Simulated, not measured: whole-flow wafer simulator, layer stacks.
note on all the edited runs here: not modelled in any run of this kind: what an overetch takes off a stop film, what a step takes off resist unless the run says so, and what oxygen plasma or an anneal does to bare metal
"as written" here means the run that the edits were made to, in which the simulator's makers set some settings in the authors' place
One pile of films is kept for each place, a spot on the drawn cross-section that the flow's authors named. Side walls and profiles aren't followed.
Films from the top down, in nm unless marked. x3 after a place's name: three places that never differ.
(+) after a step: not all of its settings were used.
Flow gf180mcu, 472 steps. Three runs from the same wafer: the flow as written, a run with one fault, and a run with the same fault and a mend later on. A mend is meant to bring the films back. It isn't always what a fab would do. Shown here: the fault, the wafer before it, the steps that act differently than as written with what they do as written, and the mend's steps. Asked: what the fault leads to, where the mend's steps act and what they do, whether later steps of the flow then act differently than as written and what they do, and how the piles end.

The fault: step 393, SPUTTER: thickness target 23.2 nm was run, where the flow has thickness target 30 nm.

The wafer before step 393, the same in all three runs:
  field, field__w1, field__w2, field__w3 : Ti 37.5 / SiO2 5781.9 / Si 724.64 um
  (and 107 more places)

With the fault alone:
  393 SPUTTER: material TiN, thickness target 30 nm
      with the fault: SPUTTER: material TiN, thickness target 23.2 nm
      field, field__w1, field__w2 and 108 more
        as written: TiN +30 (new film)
        with the fault: TiN +23.2 (new film)
  Later steps of the flow that act differently than as written (1 more step differs only slightly, by at most 2% or 0.5 nm, whichever is larger, and isn't shown):
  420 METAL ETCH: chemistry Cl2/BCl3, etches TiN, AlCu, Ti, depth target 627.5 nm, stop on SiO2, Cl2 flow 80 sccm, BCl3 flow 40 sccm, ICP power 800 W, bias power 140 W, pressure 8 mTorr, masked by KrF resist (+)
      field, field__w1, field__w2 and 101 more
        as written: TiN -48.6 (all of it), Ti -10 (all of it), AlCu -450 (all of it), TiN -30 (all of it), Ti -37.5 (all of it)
        with the fault: TiN -48.6 (all of it), Ti -10 (all of it), AlCu -450 (all of it), TiN -23.2 (all of it), Ti -37.5 (all of it)
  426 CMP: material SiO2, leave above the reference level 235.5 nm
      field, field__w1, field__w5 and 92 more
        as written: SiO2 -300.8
        with the fault: SiO2 -307.6
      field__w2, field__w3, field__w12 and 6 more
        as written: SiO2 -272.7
        with the fault: SiO2 -279.8
  At the end the piles differ from the flow's by more than 2% or 0.5 nm, whichever is larger, at field__w4, field__w8, contact, m1, m1__w1, mim, mim_1p0, m1_nw.
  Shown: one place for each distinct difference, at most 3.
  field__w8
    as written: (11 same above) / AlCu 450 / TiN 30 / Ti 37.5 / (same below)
    with the fault: (11 same above) / AlCu 450 / TiN 23.2 / Ti 37.5 / (same below)
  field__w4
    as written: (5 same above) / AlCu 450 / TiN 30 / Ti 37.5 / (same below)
    with the fault: (5 same above) / AlCu 450 / TiN 23.2 / Ti 37.5 / (same below)
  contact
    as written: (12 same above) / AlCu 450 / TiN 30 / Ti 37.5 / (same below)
    with the fault: (12 same above) / AlCu 450 / TiN 23.2 / Ti 37.5 / (same below)

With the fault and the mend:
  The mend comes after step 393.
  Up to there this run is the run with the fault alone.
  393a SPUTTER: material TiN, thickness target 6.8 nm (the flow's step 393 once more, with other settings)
      field, field__w1, field__w2 and 108 more
        TiN +6.8
  No later step of the flow acts differently than as written at any place that is followed.
  At the end the piles are the same as the flow's at every place that both follow.
